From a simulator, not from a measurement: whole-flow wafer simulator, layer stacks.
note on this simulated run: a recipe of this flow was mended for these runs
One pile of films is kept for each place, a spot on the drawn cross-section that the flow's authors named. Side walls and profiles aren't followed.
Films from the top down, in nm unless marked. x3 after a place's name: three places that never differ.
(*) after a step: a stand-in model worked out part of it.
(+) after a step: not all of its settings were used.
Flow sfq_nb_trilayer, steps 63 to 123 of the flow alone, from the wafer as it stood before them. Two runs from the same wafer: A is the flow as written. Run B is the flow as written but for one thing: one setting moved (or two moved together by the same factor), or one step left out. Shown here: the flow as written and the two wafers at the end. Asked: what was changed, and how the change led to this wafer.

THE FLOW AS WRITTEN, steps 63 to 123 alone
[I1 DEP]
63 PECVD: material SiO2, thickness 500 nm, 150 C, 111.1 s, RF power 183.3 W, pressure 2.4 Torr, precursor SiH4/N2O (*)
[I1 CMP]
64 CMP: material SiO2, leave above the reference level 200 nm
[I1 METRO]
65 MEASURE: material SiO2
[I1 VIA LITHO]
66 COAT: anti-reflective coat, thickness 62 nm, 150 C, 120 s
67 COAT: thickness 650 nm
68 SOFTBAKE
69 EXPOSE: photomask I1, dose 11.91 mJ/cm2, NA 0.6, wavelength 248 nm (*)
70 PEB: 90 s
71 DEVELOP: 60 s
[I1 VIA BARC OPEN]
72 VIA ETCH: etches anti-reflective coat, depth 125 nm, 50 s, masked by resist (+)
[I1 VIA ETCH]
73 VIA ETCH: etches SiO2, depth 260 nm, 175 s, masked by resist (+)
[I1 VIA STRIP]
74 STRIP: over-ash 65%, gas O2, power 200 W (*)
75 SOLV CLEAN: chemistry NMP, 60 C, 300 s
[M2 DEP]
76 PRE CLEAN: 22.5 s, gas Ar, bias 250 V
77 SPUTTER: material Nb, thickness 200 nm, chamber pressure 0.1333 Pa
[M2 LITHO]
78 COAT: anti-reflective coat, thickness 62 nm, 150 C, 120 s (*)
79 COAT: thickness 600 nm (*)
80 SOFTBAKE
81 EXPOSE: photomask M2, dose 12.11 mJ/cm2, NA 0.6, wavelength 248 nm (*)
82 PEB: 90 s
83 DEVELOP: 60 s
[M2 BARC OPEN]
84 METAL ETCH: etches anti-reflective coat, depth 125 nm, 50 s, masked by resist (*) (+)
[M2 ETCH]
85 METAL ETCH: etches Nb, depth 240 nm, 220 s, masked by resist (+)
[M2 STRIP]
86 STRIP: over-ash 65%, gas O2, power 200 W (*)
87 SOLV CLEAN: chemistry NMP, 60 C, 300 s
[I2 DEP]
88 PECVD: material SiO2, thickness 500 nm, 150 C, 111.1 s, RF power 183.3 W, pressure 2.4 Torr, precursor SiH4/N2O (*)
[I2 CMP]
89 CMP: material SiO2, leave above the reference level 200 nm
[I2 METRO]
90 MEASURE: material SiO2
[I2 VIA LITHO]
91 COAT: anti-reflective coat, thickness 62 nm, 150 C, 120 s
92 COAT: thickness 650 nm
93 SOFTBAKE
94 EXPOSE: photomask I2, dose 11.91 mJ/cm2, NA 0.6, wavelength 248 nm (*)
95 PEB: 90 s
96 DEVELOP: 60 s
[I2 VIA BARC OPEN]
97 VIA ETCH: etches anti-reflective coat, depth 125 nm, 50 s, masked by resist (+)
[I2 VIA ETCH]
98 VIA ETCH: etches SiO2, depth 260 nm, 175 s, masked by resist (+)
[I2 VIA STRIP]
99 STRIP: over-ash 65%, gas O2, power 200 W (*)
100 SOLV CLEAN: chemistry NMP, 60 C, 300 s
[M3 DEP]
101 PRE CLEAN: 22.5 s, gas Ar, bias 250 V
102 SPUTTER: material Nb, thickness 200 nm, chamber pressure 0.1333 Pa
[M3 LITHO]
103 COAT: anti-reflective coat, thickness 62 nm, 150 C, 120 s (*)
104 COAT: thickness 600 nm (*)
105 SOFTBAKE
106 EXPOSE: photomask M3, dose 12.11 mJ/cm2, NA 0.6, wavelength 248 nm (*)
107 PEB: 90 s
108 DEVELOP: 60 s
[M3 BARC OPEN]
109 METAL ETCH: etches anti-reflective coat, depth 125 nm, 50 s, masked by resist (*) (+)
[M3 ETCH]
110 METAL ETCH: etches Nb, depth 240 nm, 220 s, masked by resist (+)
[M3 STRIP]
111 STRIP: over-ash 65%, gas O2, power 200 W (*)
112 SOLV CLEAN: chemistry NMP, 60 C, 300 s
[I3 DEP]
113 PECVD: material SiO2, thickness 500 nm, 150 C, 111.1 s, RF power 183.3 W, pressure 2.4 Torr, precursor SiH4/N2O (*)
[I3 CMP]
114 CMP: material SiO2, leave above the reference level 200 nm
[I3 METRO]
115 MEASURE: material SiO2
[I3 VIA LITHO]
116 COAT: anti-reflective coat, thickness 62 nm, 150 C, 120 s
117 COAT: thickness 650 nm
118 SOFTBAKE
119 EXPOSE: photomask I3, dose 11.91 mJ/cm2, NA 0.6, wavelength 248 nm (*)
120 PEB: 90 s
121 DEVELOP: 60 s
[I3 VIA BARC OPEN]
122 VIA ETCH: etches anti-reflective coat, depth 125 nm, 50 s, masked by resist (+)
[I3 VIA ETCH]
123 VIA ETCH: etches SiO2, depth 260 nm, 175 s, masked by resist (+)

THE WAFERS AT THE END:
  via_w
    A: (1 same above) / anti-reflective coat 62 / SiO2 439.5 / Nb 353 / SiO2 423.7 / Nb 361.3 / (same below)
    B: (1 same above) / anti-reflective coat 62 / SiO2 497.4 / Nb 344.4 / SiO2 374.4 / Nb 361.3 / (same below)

The cause: step 63, PECVD: 75.69 s was run, where the flow has 111.1 s.

How the change led to this, step by step:
  63 PECVD: material SiO2, thickness 500 nm, 150 C, 111.1 s, RF power 183.3 W, pressure 2.4 Torr, precursor SiH4/N2O (*)
      field_l, be, be_sur and 72 more: A SiO2 +500 | B SiO2 +340.7
      v_sur, via_wl, via_wr and 20 more: A SiO2 +500 (new film) | B SiO2 +340.7 (new film)
      (and at 8 more places)
  64 CMP: material SiO2, leave above the reference level 200 nm
      field_l, be, be_sur and 72 more: A SiO2 -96 | B nothing
      lsp_m, ln_m6, lsp_r, l0_sur, l0v: A SiO2 -90.8 | B nothing
      (and at 26 more places)
  66 COAT: anti-reflective coat, thickness 62 nm, 150 C, 120 s
      m0r_line_l x3, m0r_line_r x3: A anti-reflective coat +62 (new film) | B anti-reflective coat +70.7 (new film)
      m0r_space_l, m0r_space_r, m6r_space_l x2, m6r_space_r x2: A anti-reflective coat +62 (new film) | B anti-reflective coat +79.4 (new film)
      (and at 64 more places)
  67 COAT: thickness 650 nm
      m5r_line_l, m5r_line_r: A KrF-resist-other-grade +650 (new film) | B KrF-resist-other-grade +663.3 (new film)
      via_sp: A KrF-resist-other-grade +650 (new film) | B KrF-resist-other-grade +632.9 (new film)
      (and at 9 more places)
  71 DEVELOP: 60 s
      via_v: A KrF-resist-other-grade -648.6 (all of it) | B KrF-resist-other-grade -625.7 (all of it)
  72 VIA ETCH: etches anti-reflective coat, depth 125 nm, 50 s, masked by resist (+)
      via_v: A anti-reflective coat -62 (all of it), SiO2 -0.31 | B anti-reflective coat -59.6 (all of it), SiO2 -0.33
  74 STRIP: over-ash 65%, gas O2, power 200 W (*)
      m0r_line_l x3, m0r_line_r x3: A KrF-resist-other-grade -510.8 (all of it), anti-reflective coat -62 (all of it) | B KrF-resist-other-grade -520.3 (all of it), anti-reflective coat -70.7 (all of it)
      m0r_space_l, m0r_space_r, m6r_space_l x2, m6r_space_r x2: A KrF-resist-other-grade -510.8 (all of it), anti-reflective coat -62 (all of it) | B KrF-resist-other-grade -513.1 (all of it), anti-reflective coat -79.4 (all of it)
      (and at 63 more places)
  77 SPUTTER: material Nb, thickness 200 nm, chamber pressure 0.1333 Pa
      be, lsp_l: A Nb +200 (new film) | B Nb +195.4 (new film)
  78 COAT: anti-reflective coat, thickness 62 nm, 150 C, 120 s (*)
      m0r_line_l x3, m0r_line_r x3: A anti-reflective coat +62 (new film) | B anti-reflective coat +68.8 (new film)
      m0r_space_l, m0r_space_r, m6r_space_l x2, m6r_space_r x2: A anti-reflective coat +62 (new film) | B anti-reflective coat +77.2 (new film)
      (and at 66 more places)
  79 COAT: thickness 600 nm (*)
      via_wr: A KrF-resist-other-grade +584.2 (new film) | B KrF-resist-other-grade +570.7 (new film)
      via_sp: A KrF-resist-other-grade +600.7 (new film) | B KrF-resist-other-grade +580.2 (new film)
      (and at 11 more places)
  83 DEVELOP: 60 s
      be_sur: A KrF-resist-other-grade -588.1 (all of it) | B KrF-resist-other-grade -601.9 (all of it)
      ln_m5: A KrF-resist-other-grade -598.2 (all of it) | B KrF-resist-other-grade -582 (all of it)
      (and at 5 more places)
  84 METAL ETCH: etches anti-reflective coat, depth 125 nm, 50 s, masked by resist (*) (+)
      m0r_line_l x3, m0r_line_r x3: A anti-reflective coat -62 (all of it) | B anti-reflective coat -68.8 (all of it)
      m0r_space_l, m0r_space_r, m6r_space_l x2, m6r_space_r x2: A anti-reflective coat -62 (all of it) | B anti-reflective coat -77.2 (all of it)
      (and at 48 more places)
  85 METAL ETCH: etches Nb, depth 240 nm, 220 s, masked by resist (+)
      be, lsp_l: A Nb -200 (all of it), SiO2 -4 | B Nb -195.4 (all of it), SiO2 -4.46
  86 STRIP: over-ash 65%, gas O2, power 200 W (*)
      v_sur: A KrF-resist-other-grade -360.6 (all of it), anti-reflective coat -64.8 (all of it) | B KrF-resist-other-grade -356 (all of it), anti-reflective coat -32.8 (all of it)
      via_wl: A KrF-resist-other-grade -357.4 (all of it), anti-reflective coat -67.7 (all of it) | B KrF-resist-other-grade -347.9 (all of it), anti-reflective coat -43.4 (all of it)
      (and at 20 more places)
  89 CMP: material SiO2, leave above the reference level 200 nm
      field_l, be_sur, gap and 72 more: A SiO2 -96 | B SiO2 -32.7
      lsp_m, ln_m6, lsp_r, l0_sur, l0v: A SiO2 -96 | B SiO2 -29.3
      (and at 3 more places)
  98 VIA ETCH: etches SiO2, depth 260 nm, 175 s, masked by resist (+)
      via_w: A SiO2 -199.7 (all of it), Nb -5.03 | B SiO2 -251.8 (all of it), Nb -0.69
  ... 4 more steps ...
  113 PECVD: material SiO2, thickness 500 nm, 150 C, 111.1 s, RF power 183.3 W, pressure 2.4 Torr, precursor SiH4/N2O (*)
      via_w: A SiO2 +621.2 (new film) | B SiO2 +679 (new film)
